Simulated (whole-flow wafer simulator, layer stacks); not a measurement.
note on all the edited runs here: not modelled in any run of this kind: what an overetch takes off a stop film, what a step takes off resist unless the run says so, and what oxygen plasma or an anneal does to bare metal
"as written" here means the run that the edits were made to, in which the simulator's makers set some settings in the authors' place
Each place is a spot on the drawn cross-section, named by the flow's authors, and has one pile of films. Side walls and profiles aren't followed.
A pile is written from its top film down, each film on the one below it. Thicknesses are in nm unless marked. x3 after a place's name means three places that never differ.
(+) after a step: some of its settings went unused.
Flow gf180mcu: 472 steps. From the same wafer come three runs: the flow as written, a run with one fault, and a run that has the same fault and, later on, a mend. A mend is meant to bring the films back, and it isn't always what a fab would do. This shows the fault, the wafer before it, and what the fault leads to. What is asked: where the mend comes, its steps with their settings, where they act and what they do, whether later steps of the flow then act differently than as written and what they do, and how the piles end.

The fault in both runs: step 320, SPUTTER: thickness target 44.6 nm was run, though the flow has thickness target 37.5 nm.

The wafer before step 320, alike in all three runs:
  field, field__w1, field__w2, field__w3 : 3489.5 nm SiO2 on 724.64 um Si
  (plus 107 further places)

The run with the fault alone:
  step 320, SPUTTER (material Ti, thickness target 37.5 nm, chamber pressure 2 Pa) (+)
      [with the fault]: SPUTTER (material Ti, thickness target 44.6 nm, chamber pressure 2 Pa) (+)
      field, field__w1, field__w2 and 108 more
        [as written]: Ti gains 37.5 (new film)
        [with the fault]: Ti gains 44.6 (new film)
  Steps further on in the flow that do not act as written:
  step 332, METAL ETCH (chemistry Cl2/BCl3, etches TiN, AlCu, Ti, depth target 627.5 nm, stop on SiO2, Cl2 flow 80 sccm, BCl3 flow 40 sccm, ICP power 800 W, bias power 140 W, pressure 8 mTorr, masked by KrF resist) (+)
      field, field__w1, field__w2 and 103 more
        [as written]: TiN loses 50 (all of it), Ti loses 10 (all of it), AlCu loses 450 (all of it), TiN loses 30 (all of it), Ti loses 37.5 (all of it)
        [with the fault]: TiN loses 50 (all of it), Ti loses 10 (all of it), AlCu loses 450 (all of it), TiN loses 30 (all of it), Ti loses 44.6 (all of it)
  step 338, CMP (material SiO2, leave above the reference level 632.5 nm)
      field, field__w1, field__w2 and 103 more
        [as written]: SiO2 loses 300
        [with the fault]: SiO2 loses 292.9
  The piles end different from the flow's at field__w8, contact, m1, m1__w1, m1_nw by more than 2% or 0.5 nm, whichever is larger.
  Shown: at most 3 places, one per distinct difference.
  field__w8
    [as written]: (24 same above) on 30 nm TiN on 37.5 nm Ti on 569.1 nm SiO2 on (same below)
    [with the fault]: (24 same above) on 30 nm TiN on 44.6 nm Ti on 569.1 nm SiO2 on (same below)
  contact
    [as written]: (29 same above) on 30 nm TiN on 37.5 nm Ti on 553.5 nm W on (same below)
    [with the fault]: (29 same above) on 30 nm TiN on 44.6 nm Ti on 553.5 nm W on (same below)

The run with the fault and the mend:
  The mend follows step 320.
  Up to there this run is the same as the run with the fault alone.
  step 320a, METAL ETCH (chemistry Cl2/BCl3, etches TiN, AlCu, Ti, depth target 7.1 nm, Cl2 flow 80 sccm, BCl3 flow 40 sccm, ICP power 800 W, bias power 140 W, pressure 8 mTorr) (a further turn of the flow's step 260, with different settings)
      field, field__w1, field__w2 and 108 more
        Ti loses 7.1
  None of the later steps of the flow acts differently than as written at any place that is followed.
  At every place that both follow, the piles at the end match the flow's.
